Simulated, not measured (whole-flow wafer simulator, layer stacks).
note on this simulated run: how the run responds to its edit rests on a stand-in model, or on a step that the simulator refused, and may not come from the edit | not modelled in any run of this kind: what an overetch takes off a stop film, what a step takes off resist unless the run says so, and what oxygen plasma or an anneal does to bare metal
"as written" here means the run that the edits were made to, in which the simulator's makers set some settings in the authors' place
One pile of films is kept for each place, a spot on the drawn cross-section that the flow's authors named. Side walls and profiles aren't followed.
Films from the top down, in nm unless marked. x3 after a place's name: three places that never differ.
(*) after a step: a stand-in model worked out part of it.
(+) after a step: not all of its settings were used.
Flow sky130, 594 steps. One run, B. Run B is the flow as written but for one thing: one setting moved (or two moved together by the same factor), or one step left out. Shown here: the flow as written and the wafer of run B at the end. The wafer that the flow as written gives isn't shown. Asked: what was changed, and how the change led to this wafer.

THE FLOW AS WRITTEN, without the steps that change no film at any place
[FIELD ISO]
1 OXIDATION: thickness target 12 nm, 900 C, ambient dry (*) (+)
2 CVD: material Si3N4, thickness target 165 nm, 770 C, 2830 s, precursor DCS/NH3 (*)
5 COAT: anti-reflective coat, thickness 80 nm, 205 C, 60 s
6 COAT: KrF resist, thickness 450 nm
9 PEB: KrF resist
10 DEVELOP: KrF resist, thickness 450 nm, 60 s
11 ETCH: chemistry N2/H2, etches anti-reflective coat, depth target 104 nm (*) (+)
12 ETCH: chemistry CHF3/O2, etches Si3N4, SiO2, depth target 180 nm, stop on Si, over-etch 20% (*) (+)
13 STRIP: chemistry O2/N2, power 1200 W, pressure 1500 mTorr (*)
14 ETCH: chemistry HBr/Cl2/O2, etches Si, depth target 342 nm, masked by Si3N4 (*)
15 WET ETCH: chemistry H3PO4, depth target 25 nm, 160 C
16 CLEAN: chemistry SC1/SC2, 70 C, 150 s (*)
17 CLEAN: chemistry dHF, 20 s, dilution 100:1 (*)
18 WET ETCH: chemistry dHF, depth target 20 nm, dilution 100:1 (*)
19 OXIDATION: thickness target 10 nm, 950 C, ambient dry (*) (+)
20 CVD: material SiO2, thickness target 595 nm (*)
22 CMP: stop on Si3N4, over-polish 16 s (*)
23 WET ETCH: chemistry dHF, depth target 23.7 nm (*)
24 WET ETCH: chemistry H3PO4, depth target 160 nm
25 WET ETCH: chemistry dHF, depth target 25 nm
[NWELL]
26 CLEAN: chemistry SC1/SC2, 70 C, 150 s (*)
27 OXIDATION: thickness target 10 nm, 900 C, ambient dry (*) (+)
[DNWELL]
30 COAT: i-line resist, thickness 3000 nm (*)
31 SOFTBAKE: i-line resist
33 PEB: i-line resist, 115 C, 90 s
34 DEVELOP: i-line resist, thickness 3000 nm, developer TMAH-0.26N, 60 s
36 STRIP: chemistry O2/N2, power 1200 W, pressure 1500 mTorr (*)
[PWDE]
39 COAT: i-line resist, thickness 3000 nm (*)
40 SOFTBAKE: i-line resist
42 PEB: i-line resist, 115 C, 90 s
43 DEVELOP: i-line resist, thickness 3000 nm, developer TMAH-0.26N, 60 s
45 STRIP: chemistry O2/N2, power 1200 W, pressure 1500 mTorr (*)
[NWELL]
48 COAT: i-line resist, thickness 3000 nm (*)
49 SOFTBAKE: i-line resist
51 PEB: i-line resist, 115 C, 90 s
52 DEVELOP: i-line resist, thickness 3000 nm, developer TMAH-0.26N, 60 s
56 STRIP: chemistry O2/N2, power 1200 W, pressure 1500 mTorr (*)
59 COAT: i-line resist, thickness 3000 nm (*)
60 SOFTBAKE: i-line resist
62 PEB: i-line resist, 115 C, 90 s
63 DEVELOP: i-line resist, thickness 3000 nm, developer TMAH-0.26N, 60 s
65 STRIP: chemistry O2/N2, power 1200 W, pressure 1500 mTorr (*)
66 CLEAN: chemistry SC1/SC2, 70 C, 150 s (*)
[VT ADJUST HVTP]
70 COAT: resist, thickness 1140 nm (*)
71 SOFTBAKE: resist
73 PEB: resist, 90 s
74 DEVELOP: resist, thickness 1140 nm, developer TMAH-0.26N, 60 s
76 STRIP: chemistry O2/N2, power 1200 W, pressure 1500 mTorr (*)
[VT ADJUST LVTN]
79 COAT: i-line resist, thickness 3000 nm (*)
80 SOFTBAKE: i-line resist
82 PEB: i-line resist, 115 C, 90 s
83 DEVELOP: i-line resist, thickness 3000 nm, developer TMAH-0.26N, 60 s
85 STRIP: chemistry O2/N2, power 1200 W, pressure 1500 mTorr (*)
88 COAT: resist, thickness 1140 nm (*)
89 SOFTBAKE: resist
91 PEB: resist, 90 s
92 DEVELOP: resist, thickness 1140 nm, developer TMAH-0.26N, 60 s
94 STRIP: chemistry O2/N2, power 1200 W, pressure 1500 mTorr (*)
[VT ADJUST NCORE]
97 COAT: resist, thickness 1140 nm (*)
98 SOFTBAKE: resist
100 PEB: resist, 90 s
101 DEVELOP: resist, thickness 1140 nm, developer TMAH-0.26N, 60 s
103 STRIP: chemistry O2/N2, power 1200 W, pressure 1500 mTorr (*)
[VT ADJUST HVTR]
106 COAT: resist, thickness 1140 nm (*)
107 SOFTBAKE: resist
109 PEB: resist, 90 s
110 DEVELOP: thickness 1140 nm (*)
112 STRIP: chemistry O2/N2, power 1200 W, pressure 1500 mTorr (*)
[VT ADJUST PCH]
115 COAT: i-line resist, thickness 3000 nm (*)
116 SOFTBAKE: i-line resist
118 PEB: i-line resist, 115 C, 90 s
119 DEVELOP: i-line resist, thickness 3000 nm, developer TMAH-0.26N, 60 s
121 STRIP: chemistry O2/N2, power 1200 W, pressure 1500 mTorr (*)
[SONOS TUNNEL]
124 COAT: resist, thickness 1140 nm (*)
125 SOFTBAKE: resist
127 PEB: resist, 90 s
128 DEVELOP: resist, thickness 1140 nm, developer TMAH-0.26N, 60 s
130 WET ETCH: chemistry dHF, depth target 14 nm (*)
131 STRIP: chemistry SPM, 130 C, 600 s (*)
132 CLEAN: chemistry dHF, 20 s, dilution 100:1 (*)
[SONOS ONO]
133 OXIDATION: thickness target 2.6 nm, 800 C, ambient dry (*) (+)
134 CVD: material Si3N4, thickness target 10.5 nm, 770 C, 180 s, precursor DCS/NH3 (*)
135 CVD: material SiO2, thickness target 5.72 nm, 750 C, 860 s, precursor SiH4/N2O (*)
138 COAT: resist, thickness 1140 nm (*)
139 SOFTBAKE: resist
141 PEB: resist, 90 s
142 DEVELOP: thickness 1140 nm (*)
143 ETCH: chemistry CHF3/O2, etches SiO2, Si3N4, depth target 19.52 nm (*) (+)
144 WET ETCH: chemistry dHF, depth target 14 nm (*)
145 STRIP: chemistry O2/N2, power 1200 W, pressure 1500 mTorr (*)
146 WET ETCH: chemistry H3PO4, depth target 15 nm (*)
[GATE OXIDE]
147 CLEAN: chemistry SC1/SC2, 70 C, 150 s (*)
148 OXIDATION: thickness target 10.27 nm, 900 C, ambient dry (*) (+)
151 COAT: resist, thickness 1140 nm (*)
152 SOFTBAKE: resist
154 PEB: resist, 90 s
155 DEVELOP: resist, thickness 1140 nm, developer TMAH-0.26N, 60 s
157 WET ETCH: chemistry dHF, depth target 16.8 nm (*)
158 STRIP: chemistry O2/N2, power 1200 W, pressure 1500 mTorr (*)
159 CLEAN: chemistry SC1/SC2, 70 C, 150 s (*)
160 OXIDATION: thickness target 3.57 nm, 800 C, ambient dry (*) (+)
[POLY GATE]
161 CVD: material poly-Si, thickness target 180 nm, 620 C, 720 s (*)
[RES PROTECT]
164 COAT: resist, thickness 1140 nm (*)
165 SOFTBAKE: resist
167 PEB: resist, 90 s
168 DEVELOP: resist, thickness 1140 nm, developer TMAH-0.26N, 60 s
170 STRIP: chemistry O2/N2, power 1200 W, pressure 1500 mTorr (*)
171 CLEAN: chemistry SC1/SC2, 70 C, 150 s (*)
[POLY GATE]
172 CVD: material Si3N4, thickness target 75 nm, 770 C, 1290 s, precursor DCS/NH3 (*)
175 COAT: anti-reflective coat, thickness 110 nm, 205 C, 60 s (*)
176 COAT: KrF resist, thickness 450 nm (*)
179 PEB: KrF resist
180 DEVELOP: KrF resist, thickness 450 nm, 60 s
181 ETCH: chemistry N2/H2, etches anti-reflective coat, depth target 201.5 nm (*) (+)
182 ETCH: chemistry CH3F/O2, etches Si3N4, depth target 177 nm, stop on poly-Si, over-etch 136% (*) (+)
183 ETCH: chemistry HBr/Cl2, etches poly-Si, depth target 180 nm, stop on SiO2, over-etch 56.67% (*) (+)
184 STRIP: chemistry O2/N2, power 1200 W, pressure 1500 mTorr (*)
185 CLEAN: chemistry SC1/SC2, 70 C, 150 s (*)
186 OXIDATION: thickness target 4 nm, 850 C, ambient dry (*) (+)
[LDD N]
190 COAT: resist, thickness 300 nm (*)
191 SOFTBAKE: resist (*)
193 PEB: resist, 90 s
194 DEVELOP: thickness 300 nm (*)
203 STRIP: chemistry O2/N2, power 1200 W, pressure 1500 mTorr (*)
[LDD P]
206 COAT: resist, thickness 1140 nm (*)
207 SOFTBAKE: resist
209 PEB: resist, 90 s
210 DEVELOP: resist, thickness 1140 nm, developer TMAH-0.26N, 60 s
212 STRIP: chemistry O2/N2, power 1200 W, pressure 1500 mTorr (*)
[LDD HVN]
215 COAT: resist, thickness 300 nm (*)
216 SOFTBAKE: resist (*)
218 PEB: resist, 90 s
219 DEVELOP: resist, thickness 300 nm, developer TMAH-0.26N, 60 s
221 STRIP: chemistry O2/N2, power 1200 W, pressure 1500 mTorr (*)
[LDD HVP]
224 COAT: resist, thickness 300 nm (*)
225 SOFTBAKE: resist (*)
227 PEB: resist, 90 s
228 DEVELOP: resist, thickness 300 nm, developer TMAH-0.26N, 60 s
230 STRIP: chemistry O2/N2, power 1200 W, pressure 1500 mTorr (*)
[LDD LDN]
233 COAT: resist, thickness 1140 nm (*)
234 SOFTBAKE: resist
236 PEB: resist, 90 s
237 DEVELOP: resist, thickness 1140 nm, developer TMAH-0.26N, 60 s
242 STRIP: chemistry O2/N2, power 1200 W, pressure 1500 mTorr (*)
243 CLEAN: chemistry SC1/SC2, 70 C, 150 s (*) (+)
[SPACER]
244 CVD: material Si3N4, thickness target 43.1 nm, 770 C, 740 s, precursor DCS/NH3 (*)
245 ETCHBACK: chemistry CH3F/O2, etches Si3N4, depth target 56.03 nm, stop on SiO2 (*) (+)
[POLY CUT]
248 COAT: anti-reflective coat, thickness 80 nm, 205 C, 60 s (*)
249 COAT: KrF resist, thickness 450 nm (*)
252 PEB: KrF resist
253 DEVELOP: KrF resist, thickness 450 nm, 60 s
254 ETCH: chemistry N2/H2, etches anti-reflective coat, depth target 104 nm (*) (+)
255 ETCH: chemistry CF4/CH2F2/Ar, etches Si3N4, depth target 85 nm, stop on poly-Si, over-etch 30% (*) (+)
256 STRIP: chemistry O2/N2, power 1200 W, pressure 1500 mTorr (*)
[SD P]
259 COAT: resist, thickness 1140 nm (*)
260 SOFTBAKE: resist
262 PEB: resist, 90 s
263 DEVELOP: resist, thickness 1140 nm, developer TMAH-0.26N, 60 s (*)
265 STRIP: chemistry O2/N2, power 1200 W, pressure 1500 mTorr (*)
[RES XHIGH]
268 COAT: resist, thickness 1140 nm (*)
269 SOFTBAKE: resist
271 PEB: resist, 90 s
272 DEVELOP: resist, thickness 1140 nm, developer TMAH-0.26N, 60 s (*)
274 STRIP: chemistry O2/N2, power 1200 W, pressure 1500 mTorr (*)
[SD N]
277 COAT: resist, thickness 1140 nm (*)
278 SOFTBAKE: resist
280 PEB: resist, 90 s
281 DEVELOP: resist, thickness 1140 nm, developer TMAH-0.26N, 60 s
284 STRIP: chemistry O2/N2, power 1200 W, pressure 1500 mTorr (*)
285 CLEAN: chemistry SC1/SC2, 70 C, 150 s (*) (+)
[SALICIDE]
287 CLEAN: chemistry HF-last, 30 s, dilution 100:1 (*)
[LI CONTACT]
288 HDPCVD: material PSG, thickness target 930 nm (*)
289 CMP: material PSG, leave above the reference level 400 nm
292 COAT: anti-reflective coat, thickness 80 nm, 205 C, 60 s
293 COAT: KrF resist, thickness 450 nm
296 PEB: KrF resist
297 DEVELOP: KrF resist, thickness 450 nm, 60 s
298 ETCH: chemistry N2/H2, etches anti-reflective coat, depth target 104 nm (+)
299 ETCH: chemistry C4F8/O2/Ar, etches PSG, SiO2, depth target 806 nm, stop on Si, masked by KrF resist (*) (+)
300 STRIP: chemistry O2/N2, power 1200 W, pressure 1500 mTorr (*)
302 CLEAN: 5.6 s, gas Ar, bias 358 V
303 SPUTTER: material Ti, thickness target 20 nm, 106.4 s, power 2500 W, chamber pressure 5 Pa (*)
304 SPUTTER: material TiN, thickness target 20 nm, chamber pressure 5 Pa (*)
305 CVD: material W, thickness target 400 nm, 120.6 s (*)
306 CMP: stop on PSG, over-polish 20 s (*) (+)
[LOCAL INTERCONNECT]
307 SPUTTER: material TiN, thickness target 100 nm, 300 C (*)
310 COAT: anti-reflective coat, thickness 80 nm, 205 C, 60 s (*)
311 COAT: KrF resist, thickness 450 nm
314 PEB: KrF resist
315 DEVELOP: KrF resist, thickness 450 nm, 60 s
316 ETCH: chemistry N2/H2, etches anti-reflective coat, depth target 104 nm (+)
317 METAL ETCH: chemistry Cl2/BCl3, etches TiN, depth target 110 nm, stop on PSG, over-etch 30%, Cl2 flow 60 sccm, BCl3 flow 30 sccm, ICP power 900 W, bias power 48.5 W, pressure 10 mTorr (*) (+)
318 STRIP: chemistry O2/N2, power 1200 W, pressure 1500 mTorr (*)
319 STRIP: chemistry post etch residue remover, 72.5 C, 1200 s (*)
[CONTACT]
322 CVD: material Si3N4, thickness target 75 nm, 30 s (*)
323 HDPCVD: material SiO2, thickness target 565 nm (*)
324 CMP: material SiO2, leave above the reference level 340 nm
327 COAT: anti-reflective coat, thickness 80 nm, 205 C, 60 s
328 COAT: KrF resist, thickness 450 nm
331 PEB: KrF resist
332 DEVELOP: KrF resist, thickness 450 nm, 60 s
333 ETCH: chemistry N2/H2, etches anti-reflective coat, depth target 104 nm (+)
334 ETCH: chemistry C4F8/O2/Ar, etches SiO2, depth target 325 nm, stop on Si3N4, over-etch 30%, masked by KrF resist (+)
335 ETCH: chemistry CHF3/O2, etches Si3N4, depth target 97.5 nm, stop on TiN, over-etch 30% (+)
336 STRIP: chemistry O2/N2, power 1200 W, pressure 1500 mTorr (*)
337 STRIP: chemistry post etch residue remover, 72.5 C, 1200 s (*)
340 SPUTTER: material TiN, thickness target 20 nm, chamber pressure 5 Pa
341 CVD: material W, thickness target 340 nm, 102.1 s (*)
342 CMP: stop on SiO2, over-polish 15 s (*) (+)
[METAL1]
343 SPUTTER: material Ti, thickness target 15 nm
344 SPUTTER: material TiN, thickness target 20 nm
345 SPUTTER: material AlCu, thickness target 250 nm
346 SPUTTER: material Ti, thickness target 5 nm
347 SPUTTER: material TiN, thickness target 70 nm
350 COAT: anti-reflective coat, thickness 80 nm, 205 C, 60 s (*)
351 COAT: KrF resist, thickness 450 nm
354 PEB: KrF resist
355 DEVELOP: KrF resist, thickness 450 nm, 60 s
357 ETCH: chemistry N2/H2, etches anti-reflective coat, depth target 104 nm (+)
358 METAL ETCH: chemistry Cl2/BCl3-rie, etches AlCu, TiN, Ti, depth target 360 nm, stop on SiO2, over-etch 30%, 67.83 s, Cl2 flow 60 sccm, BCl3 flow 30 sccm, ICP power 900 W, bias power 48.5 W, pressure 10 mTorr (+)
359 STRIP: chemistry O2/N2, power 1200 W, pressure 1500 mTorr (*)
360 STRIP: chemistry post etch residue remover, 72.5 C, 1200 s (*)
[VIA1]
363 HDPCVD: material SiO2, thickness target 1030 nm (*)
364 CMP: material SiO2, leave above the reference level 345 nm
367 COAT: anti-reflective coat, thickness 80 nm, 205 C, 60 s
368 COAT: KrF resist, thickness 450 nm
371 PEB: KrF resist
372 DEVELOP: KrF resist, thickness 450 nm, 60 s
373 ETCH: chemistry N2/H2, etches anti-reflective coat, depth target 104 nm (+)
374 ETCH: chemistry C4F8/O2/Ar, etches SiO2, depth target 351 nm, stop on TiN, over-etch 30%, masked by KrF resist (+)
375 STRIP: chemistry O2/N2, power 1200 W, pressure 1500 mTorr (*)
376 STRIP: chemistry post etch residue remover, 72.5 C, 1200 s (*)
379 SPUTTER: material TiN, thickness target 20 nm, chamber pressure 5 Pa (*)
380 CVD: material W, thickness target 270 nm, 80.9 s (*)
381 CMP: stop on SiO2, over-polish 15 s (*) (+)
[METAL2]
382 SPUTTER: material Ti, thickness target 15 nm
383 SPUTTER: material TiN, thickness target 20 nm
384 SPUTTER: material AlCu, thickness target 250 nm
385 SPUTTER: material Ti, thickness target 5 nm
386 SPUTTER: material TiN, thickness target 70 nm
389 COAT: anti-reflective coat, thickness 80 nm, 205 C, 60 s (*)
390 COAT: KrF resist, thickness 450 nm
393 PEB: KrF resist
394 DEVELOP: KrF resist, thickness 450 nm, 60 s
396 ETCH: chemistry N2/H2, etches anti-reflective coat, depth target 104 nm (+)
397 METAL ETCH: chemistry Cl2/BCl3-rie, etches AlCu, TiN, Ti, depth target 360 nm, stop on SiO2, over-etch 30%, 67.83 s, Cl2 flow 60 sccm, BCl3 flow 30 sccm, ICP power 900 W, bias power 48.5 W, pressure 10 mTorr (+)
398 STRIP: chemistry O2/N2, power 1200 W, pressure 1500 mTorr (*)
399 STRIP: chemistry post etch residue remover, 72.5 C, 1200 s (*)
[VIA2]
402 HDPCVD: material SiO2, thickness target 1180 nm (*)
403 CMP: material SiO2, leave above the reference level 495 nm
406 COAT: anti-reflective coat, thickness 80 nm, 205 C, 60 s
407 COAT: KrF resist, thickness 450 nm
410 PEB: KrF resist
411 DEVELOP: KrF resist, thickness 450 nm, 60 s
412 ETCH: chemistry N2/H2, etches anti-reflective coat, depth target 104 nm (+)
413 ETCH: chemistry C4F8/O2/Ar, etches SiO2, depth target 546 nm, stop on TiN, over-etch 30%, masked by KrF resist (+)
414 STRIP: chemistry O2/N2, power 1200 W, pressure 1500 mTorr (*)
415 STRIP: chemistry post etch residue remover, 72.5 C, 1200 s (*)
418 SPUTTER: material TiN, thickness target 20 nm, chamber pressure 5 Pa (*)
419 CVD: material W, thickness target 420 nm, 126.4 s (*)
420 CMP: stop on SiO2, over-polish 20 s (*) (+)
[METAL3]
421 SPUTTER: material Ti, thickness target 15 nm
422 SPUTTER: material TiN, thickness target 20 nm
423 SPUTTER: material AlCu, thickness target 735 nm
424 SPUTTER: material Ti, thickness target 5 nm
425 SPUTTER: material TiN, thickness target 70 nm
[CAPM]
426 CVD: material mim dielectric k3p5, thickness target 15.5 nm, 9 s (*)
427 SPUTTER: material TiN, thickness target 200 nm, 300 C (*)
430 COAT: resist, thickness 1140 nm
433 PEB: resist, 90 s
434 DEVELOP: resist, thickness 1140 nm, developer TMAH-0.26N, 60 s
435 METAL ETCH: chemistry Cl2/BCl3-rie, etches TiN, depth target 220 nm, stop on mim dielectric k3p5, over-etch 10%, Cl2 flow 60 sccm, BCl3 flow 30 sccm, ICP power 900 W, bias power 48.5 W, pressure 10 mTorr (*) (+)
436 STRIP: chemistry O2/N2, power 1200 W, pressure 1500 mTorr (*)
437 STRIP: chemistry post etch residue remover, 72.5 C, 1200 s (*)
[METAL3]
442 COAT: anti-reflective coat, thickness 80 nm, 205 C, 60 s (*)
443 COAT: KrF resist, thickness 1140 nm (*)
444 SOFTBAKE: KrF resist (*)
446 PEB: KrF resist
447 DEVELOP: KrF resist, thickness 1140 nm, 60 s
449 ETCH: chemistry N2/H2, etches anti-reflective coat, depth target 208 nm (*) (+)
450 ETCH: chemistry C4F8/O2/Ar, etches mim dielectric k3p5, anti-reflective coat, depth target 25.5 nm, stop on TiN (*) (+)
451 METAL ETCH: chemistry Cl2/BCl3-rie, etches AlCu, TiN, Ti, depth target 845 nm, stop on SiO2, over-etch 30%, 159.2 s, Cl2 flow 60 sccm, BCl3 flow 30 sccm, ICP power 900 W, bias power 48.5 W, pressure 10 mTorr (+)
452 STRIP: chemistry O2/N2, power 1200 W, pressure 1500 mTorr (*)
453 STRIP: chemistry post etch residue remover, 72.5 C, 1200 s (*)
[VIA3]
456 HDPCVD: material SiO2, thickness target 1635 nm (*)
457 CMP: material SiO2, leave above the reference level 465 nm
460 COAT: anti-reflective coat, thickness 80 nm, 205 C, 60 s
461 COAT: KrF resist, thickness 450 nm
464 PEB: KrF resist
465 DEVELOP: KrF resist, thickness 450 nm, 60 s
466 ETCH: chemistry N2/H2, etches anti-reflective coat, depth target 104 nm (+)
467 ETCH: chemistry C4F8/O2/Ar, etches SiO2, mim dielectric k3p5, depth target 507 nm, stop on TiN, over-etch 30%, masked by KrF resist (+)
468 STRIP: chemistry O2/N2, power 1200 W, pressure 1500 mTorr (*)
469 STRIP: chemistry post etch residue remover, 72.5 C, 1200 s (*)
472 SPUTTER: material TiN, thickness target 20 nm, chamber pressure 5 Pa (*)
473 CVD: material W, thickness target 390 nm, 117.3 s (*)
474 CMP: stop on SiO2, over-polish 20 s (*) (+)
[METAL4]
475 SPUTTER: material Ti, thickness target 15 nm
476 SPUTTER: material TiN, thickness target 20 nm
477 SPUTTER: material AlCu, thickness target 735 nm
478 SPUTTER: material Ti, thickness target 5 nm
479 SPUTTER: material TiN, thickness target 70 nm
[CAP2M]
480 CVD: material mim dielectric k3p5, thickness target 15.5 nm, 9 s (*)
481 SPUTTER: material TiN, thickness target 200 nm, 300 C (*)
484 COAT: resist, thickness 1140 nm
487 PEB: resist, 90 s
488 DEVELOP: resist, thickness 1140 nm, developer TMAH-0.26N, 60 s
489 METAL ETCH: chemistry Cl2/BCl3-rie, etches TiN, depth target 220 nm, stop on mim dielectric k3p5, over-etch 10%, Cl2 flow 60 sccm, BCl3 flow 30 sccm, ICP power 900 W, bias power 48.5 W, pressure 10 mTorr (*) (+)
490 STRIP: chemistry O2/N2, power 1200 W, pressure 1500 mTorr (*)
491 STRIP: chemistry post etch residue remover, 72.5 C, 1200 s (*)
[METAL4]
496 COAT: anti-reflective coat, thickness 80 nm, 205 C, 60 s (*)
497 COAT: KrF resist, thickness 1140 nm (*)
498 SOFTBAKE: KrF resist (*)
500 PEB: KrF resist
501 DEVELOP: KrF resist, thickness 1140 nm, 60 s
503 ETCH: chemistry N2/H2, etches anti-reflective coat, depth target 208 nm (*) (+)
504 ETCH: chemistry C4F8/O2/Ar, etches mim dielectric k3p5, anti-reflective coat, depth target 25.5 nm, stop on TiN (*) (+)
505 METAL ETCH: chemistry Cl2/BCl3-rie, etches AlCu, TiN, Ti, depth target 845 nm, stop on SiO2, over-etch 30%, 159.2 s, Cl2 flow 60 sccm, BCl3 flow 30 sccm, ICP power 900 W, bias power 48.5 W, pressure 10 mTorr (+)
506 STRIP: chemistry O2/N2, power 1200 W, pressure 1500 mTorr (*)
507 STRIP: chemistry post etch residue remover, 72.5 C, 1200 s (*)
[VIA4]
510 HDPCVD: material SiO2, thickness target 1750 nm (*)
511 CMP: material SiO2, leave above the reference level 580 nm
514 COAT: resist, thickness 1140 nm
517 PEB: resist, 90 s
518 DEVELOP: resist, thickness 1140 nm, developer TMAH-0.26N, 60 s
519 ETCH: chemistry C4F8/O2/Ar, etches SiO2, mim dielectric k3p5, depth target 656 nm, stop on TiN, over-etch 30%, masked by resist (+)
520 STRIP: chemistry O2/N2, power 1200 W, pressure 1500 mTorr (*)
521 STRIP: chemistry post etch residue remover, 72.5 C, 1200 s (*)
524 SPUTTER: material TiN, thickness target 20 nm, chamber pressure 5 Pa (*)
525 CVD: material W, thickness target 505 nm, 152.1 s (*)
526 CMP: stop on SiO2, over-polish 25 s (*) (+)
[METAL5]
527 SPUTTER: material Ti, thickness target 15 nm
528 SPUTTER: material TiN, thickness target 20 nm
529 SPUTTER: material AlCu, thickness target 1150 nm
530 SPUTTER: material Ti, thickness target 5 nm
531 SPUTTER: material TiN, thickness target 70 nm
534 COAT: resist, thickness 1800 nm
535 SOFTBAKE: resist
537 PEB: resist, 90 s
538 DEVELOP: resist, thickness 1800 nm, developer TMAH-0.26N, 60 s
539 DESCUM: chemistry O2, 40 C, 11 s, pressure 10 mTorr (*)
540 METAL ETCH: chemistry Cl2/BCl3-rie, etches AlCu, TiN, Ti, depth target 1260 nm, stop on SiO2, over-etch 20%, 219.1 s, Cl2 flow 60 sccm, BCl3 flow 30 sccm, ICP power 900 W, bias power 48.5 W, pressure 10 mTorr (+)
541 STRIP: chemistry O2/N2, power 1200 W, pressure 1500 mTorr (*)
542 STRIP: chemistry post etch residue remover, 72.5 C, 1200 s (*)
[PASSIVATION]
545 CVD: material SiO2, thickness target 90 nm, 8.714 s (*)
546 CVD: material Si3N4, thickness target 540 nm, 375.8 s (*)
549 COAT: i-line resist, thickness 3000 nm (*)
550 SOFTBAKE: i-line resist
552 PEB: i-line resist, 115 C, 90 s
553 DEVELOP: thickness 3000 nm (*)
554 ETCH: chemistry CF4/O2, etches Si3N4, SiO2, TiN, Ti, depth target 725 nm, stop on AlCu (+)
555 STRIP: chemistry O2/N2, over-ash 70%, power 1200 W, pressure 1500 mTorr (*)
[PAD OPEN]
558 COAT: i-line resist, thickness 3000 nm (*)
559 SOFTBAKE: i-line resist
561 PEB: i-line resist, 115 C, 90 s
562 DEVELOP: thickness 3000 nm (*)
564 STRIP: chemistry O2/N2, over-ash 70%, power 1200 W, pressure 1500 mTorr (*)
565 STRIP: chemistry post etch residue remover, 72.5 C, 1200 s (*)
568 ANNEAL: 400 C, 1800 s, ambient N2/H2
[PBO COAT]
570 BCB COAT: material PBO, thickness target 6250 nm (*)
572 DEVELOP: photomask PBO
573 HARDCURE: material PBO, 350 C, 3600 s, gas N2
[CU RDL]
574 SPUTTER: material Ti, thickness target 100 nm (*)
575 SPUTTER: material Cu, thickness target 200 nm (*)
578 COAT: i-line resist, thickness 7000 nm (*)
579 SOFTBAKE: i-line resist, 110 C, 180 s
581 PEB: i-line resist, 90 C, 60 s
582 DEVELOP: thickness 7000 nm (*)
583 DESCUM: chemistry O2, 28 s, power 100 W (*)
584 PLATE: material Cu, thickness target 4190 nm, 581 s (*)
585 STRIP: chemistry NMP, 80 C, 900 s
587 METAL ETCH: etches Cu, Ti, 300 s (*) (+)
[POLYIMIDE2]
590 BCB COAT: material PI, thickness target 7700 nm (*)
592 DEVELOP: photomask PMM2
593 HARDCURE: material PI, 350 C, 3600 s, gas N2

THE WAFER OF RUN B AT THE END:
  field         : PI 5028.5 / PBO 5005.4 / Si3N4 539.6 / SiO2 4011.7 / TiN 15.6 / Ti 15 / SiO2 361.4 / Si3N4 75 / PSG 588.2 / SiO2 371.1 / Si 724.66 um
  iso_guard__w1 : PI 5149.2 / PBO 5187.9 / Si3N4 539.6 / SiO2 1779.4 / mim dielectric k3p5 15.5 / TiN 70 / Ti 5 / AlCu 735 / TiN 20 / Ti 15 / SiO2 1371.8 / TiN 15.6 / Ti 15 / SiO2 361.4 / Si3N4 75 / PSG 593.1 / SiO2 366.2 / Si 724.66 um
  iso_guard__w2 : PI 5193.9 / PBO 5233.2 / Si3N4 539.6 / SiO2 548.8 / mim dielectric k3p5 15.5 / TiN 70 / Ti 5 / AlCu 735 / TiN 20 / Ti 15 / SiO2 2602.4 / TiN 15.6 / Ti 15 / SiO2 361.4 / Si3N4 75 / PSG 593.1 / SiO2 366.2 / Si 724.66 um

The cause: step 358, METAL ETCH: depth target 252 nm was run, where the flow has depth target 360 nm.

How the change led to this, step by step:
  358 METAL ETCH: chemistry Cl2/BCl3-rie, etches AlCu, TiN, Ti, depth target 360 nm, stop on SiO2, over-etch 30%, 67.83 s, Cl2 flow 60 sccm, BCl3 flow 30 sccm, ICP power 900 W, bias power 48.5 W, pressure 10 mTorr (+)
      field, active, gate and 80 more: TiN -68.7 (all of it), Ti -5 (all of it), AlCu -250 (all of it), TiN -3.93 (as written it would be: TiN -68.7 (all of it), Ti -5 (all of it), AlCu -250 (all of it), TiN -20 (all of it), Ti -15 (all of it), SiO2 -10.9)
      rpo_hd: TiN -68.7 (all of it), Ti -5 (all of it), AlCu -250 (all of it), TiN -3.94 (as written it would be: TiN -68.7 (all of it), Ti -5 (all of it), AlCu -250 (all of it), TiN -20 (all of it), Ti -15 (all of it), SiO2 -10.9)
      (and at 107 more places)
  359 STRIP: chemistry O2/N2, power 1200 W, pressure 1500 mTorr (*)
      n_well, p_well, gate_hv and 100 more: KrF resist -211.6 (all of it), anti-reflective coat -80 (all of it) (as written it would be: KrF resist -141.4 (all of it), anti-reflective coat -80 (all of it))
      poly_licon, rpo_hd_licon: KrF resist -211.7 (all of it), anti-reflective coat -80.4 (all of it) (as written it would be: KrF resist -141.5 (all of it), anti-reflective coat -80.4 (all of it))
      (and at 2 more places)
  363 HDPCVD: material SiO2, thickness target 1030 nm (*)
      field, active, gate and 81 more: SiO2 +1030 (new film) (as written it would be: SiO2 +1030)
  364 CMP: material SiO2, leave above the reference level 345 nm
      field, active, gate and 81 more: SiO2 -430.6 (as written it would be: SiO2 -389.1)
Counting metal films that touch as one body, field has 1 body; the flow as written gives 0 bodies.
Counting metal films that touch as one body, iso_guard__w1 has 2 bodies (between them, from the top down: SiO2 1371.8); the flow as written gives 1 body.
Counting metal films that touch as one body, iso_guard__w2 has 2 bodies (between them, from the top down: SiO2 2602.4); the flow as written gives 1 body.
